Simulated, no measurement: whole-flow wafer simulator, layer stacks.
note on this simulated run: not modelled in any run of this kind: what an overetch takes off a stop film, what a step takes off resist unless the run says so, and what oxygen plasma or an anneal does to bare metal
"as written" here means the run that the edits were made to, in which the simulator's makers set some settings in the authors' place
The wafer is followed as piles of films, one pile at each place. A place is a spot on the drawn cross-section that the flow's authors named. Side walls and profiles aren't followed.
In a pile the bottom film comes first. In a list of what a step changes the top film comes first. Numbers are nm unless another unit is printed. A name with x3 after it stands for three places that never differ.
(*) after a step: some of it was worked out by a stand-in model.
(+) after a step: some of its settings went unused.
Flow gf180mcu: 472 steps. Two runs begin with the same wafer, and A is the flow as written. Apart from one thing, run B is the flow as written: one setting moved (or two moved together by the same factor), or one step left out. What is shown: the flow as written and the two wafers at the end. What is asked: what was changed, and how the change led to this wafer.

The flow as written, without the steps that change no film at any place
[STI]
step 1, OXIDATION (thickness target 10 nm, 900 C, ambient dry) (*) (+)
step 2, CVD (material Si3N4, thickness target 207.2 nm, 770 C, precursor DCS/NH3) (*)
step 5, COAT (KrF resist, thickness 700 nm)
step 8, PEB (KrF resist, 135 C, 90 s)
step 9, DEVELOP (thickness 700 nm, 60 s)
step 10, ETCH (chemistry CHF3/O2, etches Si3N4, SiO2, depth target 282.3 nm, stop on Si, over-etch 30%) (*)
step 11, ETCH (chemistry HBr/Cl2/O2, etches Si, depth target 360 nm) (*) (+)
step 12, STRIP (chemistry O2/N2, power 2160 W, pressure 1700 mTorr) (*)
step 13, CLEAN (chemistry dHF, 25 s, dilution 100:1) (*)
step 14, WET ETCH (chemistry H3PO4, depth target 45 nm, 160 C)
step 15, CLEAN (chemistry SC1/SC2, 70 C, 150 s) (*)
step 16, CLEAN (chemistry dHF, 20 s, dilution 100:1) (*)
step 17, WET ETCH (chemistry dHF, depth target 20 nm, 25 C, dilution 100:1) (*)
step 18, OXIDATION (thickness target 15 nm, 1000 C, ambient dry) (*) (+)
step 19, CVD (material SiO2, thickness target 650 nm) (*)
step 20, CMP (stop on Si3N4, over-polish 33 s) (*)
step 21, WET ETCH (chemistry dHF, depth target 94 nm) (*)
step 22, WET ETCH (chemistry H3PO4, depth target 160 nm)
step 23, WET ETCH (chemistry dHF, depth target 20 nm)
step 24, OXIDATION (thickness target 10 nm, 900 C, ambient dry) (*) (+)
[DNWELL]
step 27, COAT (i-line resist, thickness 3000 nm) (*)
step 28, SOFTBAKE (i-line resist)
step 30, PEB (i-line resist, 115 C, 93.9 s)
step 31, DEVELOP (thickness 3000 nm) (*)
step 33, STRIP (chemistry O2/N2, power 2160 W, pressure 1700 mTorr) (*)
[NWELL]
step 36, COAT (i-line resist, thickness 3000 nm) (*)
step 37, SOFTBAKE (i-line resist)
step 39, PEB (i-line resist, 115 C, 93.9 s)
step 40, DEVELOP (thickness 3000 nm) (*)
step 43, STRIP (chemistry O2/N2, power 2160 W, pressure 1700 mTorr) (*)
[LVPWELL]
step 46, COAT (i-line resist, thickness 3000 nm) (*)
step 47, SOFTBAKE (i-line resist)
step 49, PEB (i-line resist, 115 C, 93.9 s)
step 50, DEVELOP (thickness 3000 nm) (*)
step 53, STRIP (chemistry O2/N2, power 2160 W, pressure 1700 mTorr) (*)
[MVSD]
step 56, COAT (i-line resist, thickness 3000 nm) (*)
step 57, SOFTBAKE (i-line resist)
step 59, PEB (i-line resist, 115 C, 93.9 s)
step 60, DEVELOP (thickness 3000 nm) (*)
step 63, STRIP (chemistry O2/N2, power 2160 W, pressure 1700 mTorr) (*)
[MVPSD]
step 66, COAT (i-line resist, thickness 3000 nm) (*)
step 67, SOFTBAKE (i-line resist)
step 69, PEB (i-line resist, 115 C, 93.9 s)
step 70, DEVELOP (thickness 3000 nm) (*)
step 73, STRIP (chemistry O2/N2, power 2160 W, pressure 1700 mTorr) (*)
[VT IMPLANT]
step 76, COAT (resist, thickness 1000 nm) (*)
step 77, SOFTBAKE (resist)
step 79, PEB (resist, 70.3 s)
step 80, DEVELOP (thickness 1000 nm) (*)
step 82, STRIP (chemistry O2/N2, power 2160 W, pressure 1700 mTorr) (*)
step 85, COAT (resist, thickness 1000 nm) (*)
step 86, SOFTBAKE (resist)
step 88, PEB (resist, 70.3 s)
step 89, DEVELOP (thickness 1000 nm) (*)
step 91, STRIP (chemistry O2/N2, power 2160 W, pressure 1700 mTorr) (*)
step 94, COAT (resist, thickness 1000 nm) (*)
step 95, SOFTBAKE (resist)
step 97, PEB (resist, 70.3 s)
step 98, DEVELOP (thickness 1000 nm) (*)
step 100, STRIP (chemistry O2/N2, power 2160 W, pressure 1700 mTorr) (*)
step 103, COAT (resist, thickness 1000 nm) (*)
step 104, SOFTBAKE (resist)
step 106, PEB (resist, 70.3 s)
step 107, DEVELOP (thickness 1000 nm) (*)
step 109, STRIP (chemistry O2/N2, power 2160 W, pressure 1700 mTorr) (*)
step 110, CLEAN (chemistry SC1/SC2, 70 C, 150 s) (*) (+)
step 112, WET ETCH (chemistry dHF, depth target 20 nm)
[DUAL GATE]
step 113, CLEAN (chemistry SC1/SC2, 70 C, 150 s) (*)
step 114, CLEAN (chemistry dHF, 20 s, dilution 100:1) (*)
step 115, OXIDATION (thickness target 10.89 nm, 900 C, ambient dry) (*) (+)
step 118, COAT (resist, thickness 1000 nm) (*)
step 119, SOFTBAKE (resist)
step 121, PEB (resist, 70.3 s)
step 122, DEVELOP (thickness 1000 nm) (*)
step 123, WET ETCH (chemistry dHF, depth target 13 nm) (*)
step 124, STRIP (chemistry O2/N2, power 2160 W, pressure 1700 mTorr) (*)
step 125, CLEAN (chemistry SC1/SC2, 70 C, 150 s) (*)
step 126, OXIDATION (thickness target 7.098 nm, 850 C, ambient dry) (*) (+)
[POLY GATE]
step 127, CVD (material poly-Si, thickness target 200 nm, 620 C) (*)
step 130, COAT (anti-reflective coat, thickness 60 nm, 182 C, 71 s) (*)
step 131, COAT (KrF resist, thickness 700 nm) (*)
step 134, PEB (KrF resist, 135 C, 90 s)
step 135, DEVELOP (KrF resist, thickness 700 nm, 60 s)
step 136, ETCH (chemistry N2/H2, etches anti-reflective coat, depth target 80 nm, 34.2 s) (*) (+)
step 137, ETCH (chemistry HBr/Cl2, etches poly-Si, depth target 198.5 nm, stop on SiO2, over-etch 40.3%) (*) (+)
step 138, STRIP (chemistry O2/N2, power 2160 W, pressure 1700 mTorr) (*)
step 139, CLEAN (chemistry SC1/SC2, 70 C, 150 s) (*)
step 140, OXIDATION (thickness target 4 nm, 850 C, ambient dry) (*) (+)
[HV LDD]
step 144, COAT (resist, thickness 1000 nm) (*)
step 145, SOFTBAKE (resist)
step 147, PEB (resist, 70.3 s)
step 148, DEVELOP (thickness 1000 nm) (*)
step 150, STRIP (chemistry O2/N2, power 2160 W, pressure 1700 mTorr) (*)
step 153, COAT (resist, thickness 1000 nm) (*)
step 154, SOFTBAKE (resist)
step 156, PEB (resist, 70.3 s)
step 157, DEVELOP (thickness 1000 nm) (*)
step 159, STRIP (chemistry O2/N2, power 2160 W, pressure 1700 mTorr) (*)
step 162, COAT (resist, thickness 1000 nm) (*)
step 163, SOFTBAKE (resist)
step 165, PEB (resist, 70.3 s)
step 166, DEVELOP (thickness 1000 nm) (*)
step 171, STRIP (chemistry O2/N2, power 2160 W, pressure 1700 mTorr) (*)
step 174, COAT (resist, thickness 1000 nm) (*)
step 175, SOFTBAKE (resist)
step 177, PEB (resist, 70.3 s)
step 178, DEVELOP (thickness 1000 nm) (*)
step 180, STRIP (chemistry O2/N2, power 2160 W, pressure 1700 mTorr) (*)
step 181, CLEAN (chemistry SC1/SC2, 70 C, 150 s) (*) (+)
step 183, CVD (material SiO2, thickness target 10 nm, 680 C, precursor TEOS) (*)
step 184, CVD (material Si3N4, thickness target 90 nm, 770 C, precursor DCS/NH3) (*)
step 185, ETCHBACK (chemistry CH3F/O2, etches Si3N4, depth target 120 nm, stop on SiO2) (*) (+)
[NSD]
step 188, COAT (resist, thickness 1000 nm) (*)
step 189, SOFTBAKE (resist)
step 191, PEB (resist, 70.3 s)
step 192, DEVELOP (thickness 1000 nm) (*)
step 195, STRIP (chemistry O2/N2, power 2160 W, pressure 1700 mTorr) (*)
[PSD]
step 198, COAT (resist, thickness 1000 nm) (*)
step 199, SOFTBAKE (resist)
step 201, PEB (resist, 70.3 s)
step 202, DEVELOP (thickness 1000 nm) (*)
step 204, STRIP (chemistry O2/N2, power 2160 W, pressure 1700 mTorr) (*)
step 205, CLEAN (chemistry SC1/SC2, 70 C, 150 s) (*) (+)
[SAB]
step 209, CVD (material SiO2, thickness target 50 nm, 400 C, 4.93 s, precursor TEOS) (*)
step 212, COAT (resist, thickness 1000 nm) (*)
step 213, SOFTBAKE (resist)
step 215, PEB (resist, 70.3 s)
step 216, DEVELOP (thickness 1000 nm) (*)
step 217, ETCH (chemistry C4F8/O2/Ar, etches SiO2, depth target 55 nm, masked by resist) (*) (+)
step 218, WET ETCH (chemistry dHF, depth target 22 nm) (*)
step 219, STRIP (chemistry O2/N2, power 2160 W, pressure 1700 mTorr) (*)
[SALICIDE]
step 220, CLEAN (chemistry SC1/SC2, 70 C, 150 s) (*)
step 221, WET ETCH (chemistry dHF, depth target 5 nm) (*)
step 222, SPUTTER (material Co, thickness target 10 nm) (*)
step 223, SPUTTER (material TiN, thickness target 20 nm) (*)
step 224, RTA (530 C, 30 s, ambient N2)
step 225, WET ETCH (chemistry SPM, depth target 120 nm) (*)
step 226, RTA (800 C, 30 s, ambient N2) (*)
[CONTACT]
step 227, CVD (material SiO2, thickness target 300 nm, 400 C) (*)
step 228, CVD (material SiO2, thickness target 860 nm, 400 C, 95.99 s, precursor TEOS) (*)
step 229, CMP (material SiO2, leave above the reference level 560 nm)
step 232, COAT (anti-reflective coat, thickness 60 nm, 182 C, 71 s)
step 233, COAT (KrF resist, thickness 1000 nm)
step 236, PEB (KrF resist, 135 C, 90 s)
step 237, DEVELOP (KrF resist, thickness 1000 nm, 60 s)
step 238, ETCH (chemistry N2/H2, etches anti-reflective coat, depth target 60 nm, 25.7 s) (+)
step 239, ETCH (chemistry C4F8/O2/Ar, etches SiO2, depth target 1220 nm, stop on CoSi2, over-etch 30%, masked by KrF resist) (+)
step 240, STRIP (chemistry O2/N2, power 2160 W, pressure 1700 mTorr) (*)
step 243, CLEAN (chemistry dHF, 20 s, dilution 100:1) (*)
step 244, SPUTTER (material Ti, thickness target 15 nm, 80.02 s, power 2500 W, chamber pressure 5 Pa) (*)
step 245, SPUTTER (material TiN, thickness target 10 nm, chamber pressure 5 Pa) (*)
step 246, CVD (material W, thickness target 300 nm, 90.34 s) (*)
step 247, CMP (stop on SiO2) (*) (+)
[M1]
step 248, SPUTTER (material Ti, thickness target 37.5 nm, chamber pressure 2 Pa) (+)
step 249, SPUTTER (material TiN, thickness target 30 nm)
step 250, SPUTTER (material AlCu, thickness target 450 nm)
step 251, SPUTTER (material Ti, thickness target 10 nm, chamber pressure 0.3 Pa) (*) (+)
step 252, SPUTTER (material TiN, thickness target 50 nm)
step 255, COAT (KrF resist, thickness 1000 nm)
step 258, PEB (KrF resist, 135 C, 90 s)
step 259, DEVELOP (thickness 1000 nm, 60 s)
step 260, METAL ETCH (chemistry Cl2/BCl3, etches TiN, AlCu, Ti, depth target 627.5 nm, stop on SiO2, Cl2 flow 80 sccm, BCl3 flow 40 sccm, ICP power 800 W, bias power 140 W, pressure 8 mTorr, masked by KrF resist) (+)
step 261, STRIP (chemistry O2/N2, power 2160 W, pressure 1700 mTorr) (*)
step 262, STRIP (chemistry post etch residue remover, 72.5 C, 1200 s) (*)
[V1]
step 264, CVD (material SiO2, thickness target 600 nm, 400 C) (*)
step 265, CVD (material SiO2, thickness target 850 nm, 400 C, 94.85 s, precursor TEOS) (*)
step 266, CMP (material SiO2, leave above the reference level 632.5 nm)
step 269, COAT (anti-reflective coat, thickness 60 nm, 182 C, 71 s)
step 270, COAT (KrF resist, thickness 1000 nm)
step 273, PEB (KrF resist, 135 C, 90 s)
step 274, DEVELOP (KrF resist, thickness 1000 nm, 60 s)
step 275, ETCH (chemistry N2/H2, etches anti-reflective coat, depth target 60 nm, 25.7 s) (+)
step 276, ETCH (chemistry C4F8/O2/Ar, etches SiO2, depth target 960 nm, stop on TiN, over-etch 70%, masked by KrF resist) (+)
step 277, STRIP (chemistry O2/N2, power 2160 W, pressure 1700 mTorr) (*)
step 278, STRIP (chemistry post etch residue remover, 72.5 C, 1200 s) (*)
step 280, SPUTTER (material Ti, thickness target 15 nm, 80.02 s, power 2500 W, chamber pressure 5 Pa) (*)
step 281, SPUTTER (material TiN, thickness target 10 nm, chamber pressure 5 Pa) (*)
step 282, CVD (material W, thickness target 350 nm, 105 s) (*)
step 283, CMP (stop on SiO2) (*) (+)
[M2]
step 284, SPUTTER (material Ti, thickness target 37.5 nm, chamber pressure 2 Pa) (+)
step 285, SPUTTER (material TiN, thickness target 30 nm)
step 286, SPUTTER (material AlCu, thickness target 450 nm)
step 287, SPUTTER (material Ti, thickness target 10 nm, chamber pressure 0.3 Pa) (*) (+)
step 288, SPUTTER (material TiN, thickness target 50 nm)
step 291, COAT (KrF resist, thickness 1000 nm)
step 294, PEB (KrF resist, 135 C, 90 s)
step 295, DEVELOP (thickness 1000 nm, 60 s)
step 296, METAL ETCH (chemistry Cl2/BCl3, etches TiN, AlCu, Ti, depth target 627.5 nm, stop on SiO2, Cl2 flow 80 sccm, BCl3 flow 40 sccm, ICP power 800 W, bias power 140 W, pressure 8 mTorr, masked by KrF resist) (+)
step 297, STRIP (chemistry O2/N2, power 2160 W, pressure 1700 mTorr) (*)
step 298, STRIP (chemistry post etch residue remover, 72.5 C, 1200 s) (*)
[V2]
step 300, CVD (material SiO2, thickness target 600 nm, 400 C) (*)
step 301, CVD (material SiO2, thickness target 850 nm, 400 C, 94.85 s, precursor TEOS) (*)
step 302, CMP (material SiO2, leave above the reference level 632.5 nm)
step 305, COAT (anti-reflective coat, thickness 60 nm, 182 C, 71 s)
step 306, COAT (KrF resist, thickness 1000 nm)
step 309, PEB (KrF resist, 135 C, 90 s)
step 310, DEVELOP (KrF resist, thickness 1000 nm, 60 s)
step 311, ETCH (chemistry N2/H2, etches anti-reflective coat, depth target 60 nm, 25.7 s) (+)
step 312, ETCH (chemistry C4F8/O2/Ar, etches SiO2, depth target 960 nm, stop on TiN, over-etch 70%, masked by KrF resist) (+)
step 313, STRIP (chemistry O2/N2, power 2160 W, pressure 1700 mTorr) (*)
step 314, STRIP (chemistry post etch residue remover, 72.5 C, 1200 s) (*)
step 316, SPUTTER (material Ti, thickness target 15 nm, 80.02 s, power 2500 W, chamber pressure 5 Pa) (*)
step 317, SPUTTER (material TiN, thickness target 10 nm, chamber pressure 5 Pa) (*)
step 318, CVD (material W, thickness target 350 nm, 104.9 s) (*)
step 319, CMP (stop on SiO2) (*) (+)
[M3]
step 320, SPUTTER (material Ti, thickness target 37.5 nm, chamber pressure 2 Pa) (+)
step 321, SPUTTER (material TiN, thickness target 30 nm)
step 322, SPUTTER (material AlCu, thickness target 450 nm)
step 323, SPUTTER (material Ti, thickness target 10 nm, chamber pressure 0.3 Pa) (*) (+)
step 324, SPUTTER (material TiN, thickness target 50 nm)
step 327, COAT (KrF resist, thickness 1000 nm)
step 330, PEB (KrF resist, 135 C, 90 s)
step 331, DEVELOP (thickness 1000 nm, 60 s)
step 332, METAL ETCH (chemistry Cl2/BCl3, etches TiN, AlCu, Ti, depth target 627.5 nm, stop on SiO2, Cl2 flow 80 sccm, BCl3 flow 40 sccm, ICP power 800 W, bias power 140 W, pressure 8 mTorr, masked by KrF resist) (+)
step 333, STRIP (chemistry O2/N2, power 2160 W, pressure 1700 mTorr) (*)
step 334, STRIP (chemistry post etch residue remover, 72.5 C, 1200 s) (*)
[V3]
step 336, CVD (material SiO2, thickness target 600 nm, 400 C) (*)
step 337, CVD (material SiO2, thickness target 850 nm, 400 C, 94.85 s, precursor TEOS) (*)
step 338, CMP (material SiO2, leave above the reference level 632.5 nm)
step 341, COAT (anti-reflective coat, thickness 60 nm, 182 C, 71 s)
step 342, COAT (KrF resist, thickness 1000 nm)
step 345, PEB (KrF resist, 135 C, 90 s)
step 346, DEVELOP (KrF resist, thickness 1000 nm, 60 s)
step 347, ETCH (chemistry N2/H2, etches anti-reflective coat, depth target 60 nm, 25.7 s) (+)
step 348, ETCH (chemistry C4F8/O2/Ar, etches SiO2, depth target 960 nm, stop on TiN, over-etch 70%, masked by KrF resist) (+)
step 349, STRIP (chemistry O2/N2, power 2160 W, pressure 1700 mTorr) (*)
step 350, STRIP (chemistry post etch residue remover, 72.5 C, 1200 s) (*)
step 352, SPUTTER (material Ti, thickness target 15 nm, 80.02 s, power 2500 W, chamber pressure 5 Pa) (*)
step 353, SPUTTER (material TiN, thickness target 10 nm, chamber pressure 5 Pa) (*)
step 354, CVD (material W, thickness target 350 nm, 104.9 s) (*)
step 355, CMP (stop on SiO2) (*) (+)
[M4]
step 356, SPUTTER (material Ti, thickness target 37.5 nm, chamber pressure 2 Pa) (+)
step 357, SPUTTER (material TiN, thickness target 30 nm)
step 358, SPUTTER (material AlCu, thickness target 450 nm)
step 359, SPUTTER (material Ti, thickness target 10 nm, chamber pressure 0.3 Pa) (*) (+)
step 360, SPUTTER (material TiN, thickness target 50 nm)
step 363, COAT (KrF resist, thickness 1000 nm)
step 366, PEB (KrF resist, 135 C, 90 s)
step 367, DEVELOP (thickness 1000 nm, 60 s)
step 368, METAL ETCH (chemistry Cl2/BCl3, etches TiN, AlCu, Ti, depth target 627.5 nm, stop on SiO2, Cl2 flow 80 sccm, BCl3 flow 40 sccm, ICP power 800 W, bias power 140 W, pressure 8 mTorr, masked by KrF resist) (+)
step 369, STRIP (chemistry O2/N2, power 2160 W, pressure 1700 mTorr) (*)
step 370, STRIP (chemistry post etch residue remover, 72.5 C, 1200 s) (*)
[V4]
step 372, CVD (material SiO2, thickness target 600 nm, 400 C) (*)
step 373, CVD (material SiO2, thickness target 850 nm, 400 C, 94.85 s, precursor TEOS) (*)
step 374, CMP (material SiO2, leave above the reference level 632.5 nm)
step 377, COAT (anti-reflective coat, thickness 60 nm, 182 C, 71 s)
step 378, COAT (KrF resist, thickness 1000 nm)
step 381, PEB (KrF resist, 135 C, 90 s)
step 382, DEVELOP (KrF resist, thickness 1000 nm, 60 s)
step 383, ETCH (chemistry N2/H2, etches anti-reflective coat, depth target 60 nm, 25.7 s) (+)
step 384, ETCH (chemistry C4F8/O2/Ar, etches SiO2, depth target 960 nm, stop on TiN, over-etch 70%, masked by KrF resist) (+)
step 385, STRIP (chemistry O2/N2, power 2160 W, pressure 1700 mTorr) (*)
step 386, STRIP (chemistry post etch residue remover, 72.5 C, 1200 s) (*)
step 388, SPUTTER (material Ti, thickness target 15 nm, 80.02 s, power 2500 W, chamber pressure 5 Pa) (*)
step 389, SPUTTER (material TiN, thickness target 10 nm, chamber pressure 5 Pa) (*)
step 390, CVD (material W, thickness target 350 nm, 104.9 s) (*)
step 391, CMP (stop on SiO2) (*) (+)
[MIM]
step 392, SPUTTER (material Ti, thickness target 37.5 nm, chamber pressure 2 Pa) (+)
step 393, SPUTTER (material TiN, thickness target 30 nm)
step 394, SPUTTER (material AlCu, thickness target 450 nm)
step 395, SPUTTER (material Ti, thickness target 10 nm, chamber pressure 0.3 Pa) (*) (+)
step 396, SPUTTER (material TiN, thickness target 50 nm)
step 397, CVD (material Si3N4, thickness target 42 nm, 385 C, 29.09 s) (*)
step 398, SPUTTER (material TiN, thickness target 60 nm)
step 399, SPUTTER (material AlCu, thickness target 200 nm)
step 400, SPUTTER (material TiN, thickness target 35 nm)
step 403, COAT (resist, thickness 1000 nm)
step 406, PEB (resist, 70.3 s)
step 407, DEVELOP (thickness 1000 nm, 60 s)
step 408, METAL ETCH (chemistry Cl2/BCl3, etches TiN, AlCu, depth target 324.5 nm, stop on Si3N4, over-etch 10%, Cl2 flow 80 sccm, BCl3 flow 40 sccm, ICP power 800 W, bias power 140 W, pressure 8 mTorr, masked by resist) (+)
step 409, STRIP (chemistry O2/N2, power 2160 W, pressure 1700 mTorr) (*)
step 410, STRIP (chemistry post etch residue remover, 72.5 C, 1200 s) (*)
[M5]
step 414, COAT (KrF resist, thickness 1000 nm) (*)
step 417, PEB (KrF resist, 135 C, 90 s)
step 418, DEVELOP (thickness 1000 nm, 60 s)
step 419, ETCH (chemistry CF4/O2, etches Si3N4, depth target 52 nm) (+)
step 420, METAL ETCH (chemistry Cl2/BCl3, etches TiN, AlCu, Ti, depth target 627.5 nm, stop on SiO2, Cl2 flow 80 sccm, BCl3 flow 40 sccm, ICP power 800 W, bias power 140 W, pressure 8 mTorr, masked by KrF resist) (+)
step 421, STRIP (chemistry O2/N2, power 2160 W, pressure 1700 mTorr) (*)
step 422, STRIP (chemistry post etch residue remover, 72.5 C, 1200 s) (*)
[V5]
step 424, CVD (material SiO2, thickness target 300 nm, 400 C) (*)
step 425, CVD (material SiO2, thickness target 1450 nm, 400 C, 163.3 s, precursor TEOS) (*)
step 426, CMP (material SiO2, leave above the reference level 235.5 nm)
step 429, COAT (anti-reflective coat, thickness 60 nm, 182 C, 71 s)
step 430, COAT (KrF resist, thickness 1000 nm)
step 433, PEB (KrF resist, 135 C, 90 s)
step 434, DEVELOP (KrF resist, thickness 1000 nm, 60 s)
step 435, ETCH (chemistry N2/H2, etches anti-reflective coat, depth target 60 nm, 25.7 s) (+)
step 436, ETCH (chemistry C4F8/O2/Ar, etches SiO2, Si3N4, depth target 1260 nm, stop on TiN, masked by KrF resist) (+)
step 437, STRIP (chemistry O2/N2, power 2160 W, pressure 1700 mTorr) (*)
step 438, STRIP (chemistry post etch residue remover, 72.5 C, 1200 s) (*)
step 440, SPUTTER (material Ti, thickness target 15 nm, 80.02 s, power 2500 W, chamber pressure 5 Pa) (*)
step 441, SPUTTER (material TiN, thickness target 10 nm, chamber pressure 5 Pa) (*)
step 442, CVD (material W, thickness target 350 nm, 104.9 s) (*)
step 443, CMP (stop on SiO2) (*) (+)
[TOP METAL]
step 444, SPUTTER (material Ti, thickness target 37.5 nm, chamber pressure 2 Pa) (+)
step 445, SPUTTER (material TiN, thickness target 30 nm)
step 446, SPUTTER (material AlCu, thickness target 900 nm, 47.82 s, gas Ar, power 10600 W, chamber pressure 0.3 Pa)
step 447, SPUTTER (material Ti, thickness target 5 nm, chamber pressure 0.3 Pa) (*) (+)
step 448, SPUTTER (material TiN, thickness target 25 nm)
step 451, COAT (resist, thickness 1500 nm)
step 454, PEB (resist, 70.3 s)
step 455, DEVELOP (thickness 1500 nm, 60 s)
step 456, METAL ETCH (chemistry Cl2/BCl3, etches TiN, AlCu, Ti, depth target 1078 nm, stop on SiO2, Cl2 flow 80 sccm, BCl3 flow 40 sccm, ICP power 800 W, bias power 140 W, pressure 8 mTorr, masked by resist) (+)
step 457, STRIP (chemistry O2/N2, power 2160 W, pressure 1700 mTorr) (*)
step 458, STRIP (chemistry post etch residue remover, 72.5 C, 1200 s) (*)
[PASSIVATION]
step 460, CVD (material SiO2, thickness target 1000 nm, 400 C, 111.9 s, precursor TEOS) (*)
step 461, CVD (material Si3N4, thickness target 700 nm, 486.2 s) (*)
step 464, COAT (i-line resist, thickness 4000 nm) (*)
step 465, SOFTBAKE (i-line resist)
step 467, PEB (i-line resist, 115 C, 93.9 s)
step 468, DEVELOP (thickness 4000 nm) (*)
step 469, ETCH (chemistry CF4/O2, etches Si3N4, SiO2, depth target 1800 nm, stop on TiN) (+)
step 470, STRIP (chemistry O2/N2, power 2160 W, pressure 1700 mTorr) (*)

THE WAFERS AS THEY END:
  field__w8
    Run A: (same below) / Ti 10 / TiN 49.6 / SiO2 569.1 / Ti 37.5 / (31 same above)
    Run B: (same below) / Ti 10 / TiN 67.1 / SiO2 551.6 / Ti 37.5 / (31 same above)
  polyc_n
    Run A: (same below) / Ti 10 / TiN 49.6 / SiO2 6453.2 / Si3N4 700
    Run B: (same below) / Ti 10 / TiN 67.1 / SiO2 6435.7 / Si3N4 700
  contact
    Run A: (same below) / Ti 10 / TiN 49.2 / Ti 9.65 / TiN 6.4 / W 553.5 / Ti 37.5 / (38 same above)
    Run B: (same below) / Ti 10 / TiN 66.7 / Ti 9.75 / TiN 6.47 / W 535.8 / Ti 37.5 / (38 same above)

Cause: step 252, SPUTTER: thickness target 67.5 nm was run, though the flow has thickness target 50 nm.

The path from the change to this, step by step:
  step 252, SPUTTER (material TiN, thickness target 50 nm)
      field, field__w1, field__w2 and 108 more: A TiN gains 50 (new film) | B TiN gains 67.5 (new film)
  step 260, METAL ETCH (chemistry Cl2/BCl3, etches TiN, AlCu, Ti, depth target 627.5 nm, stop on SiO2, Cl2 flow 80 sccm, BCl3 flow 40 sccm, ICP power 800 W, bias power 140 W, pressure 8 mTorr, masked by KrF resist) (+)
      field, field__w1, field__w2 and 99 more: A TiN loses 50 (all of it), Ti loses 10 (all of it), AlCu loses 450 (all of it), TiN loses 30 (all of it), Ti loses 37.5 (all of it) | B TiN loses 67.5 (all of it), Ti loses 10 (all of it), AlCu loses 450 (all of it), TiN loses 30 (all of it), Ti loses 37.5 (all of it)
  step 276, ETCH (chemistry C4F8/O2/Ar, etches SiO2, depth target 960 nm, stop on TiN, over-etch 70%, masked by KrF resist) (+)
      contact: A SiO2 loses 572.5 (all of it) | B SiO2 loses 555 (all of it)
